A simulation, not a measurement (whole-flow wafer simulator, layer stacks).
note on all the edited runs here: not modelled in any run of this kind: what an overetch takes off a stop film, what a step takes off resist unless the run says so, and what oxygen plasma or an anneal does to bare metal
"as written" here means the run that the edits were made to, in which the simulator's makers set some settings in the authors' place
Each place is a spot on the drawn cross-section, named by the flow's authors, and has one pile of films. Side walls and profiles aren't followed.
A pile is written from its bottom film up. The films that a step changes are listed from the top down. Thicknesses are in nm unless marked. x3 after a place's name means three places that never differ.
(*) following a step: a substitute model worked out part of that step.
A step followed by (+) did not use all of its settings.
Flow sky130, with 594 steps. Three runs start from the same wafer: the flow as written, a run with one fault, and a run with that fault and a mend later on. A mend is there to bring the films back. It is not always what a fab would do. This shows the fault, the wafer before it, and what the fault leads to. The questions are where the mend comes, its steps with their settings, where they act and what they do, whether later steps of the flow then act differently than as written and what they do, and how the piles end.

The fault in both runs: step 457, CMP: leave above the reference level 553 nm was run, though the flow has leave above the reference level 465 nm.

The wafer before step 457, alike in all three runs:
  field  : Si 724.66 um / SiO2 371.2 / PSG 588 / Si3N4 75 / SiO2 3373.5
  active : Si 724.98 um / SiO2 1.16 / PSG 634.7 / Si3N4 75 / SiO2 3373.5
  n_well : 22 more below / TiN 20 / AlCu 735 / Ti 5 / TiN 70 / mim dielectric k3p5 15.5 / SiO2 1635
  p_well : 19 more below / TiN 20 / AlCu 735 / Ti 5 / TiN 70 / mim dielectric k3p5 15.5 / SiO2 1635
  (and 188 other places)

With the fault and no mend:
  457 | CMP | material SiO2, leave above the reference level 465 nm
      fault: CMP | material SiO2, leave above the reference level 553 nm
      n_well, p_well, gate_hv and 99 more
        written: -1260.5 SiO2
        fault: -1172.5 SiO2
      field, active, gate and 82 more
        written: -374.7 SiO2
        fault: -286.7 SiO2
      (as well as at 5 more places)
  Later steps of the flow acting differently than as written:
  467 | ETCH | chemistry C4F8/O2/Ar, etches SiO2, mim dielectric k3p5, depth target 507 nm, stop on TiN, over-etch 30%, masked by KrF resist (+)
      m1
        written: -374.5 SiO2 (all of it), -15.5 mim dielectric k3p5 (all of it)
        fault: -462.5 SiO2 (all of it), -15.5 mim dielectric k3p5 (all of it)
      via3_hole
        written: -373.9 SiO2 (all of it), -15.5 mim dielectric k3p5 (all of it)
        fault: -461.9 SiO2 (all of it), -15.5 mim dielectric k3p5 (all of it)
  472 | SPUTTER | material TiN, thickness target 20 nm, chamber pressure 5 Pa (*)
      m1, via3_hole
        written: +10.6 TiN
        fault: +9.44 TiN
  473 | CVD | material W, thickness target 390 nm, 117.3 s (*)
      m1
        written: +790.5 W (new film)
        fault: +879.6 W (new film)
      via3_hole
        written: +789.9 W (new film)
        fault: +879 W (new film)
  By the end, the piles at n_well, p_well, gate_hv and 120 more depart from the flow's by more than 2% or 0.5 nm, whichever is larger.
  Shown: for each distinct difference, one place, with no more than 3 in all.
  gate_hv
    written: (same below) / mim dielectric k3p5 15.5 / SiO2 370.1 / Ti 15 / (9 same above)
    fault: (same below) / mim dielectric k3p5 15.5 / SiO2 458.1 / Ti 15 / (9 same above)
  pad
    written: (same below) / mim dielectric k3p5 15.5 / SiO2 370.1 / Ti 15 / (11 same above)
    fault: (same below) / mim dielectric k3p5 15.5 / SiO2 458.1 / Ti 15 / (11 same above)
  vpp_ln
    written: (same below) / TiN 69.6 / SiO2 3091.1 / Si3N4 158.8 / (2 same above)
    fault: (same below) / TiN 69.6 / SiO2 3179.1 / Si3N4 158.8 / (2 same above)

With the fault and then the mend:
  The mend stands after step 457.
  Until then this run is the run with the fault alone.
  457a | CMP | material SiO2, leave above the reference level 465 nm (the flow's step 457 again)
      field, active, n_well and 189 more
        -88 SiO2
  Later steps of the flow that are run all act as written at every place that is followed.
  The piles end the same as the flow's at every place that both follow.
